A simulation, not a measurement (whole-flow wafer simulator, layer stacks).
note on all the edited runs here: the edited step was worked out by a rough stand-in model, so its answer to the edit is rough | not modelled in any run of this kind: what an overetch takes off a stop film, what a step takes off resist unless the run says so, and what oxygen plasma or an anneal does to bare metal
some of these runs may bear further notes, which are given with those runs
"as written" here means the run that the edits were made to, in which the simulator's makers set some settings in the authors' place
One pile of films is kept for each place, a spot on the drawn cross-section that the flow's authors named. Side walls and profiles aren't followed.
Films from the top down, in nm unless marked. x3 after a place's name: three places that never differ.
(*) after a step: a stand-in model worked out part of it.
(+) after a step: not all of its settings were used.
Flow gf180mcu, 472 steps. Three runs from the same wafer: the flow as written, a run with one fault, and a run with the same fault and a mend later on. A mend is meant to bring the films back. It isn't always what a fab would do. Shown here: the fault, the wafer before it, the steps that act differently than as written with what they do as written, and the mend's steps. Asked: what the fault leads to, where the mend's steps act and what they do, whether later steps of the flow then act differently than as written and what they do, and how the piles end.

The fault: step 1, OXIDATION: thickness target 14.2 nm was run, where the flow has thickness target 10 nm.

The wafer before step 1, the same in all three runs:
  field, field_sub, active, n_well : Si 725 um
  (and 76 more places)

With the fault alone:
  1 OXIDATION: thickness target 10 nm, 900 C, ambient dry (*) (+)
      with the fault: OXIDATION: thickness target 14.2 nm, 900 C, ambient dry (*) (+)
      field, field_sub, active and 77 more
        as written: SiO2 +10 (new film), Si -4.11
        with the fault: SiO2 +14.2 (new film), Si -5.96
  Later steps of the flow that act differently than as written (93 more steps differ only slightly, by at most 2% or 0.5 nm, whichever is larger, and aren't shown):
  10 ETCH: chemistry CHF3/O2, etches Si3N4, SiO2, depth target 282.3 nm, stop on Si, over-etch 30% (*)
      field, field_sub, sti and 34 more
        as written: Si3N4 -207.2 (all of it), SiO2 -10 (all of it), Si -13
        with the fault: Si3N4 -207.2 (all of it), SiO2 -14.2 (all of it), Si -12.2
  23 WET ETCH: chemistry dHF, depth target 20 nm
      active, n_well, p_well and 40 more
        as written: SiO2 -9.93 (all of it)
        with the fault: SiO2 -14.1 (all of it)
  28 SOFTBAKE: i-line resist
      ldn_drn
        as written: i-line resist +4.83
        with the fault: i-line resist +5.34
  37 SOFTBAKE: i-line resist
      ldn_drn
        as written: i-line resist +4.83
        with the fault: i-line resist +5.34
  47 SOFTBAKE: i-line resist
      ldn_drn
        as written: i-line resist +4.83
        with the fault: i-line resist +5.34
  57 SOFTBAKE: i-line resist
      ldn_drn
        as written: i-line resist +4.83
        with the fault: i-line resist +5.34
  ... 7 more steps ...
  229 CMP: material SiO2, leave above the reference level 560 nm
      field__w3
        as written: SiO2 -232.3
        with the fault: SiO2 -237.3
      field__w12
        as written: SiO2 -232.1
        with the fault: SiO2 -237.2
  At the end the piles differ from the flow's only slightly at the places that both follow, by at most 2% or 0.5 nm, whichever is larger.

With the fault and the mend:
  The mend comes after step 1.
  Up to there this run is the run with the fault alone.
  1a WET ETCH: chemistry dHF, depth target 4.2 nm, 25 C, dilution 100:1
      field, field_sub, active and 77 more
        SiO2 -4.2
  No later step of the flow acts differently than as written at any place that is followed.
  At the end the piles differ from the flow's only slightly at the places that both follow, by at most 2% or 0.5 nm, whichever is larger.
